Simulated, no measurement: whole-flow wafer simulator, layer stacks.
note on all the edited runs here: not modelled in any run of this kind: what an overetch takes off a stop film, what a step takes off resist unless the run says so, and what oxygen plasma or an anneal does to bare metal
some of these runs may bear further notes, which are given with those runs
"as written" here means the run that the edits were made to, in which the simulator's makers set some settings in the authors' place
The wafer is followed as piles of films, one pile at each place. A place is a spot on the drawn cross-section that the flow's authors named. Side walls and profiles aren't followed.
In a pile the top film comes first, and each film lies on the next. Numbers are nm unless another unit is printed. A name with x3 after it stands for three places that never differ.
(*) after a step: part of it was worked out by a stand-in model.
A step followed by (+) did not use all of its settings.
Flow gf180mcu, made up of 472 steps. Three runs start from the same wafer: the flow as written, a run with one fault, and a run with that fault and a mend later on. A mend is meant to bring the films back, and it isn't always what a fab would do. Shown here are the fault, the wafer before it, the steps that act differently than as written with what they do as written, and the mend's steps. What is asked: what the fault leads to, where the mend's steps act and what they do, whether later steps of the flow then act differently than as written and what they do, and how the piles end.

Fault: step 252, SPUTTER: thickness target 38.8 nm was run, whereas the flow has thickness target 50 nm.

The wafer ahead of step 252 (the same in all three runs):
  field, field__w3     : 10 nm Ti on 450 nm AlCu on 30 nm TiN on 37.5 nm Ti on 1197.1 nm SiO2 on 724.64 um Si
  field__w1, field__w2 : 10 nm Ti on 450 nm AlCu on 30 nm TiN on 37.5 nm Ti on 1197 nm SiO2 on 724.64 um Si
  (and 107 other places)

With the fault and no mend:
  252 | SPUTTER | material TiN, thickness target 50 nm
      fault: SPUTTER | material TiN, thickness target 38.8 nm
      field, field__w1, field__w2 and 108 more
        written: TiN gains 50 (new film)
        fault: TiN gains 38.8 (new film)
  Steps later in the flow that act otherwise than as written (not shown: 5 more steps that differ only slightly, by at most 2% or 0.5 nm, whichever is larger):
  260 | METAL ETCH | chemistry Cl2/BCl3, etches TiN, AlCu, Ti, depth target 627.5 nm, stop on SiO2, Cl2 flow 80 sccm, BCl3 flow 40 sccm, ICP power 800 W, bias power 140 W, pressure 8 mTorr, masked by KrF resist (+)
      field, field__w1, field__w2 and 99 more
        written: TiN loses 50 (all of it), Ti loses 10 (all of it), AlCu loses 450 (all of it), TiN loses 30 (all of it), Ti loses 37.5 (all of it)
        fault: TiN loses 38.8 (all of it), Ti loses 10 (all of it), AlCu loses 450 (all of it), TiN loses 30 (all of it), Ti loses 37.5 (all of it)
  At field__w8, contact, m1 and 6 more, the piles at the end differ from the flow's by more than 2% or 0.5 nm, whichever is larger.
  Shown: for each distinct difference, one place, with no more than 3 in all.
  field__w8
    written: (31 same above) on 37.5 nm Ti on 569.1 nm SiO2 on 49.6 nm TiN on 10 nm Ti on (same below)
    fault: (31 same above) on 37.5 nm Ti on 580.3 nm SiO2 on 38.4 nm TiN on 10 nm Ti on (same below)
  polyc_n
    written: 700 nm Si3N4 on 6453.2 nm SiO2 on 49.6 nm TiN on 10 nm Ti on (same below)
    fault: 700 nm Si3N4 on 6464.4 nm SiO2 on 38.4 nm TiN on 10 nm Ti on (same below)
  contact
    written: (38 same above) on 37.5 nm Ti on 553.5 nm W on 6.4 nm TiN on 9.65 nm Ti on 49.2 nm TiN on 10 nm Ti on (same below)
    fault: (38 same above) on 37.5 nm Ti on 564.8 nm W on 6.36 nm TiN on 9.59 nm Ti on 38 nm TiN on 10 nm Ti on (same below)

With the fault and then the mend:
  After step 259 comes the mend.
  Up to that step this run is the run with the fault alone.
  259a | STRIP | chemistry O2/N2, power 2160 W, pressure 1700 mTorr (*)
      field__w8, contact, m1 and 6 more
        KrF resist loses 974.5 (all of it)
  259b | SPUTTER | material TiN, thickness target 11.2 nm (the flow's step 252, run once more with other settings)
      field, field__w1, field__w2 and 108 more
        TiN gains 11.2
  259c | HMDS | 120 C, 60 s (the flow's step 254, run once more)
      leaves every film unchanged at each place that is followed
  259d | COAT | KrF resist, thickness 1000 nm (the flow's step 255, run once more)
      field, field__w1, field__w2 and 108 more
        KrF resist gains 1000 (new film)
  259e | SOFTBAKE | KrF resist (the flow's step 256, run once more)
      leaves every film unchanged at each place that is followed
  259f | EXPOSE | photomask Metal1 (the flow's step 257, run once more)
      leaves every film unchanged at each place that is followed
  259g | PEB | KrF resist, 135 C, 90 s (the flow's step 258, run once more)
      field, field__w1, field__w2 and 108 more
        KrF resist loses 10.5
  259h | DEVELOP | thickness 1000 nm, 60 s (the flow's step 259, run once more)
      field, field__w1, field__w2 and 99 more
        KrF resist loses 989.5 (all of it)
      field__w8, contact, m1 and 6 more
        KrF resist loses 14.9
  Later steps of the flow that are run all act as written at every place that is followed.
  The piles end the same as the flow's at every place that both follow.
